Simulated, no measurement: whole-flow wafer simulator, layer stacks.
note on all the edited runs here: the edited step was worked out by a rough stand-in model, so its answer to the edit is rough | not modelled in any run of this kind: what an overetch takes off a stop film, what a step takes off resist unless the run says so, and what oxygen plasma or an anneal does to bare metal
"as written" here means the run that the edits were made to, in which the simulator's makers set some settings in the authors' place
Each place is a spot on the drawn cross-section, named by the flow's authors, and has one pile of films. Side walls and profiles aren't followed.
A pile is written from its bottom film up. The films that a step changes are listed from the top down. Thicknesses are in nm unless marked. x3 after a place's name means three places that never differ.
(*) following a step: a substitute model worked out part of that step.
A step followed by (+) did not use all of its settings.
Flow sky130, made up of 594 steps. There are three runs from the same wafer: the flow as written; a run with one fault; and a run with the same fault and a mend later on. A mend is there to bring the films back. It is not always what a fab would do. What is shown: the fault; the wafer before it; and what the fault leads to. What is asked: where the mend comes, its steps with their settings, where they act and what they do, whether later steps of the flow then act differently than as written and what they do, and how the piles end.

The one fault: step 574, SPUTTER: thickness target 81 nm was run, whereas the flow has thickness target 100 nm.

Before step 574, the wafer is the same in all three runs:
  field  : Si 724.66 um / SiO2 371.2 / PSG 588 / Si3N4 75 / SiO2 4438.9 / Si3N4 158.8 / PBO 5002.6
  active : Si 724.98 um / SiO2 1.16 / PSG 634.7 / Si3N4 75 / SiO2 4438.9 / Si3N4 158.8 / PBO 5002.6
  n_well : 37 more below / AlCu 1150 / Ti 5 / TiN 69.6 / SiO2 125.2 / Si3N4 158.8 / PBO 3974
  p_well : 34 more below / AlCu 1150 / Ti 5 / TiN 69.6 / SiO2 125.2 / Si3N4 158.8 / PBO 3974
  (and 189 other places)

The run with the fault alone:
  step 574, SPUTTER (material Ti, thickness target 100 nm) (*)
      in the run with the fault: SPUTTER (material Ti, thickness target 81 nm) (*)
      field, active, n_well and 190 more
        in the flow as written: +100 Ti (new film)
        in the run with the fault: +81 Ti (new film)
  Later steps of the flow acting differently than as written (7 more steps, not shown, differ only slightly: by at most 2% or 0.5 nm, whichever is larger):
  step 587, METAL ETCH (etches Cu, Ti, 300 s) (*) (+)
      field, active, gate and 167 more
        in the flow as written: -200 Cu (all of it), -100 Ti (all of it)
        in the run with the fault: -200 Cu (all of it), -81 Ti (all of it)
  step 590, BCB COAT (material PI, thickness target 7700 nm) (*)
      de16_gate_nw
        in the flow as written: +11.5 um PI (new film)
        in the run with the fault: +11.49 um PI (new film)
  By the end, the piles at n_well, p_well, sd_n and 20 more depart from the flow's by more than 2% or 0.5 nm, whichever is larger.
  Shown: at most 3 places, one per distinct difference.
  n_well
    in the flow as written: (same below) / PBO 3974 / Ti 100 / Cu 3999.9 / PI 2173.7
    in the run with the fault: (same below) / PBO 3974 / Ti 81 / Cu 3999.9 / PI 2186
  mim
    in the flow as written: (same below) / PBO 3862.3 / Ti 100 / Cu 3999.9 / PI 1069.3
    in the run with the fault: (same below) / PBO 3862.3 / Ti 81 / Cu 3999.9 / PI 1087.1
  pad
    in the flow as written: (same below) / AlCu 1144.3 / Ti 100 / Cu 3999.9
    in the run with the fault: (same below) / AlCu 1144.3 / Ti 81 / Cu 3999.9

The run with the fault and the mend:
  The mend follows step 574.
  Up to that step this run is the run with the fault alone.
  step 574a, SPUTTER (material Ti, thickness target 19 nm) (*) (the flow's step 574, run once more with other settings)
      field, active, n_well and 190 more
        +19 Ti
  Later steps of the flow that are run all act as written at every place that is followed.
  By the end, the piles equal the flow's at every place that both follow.
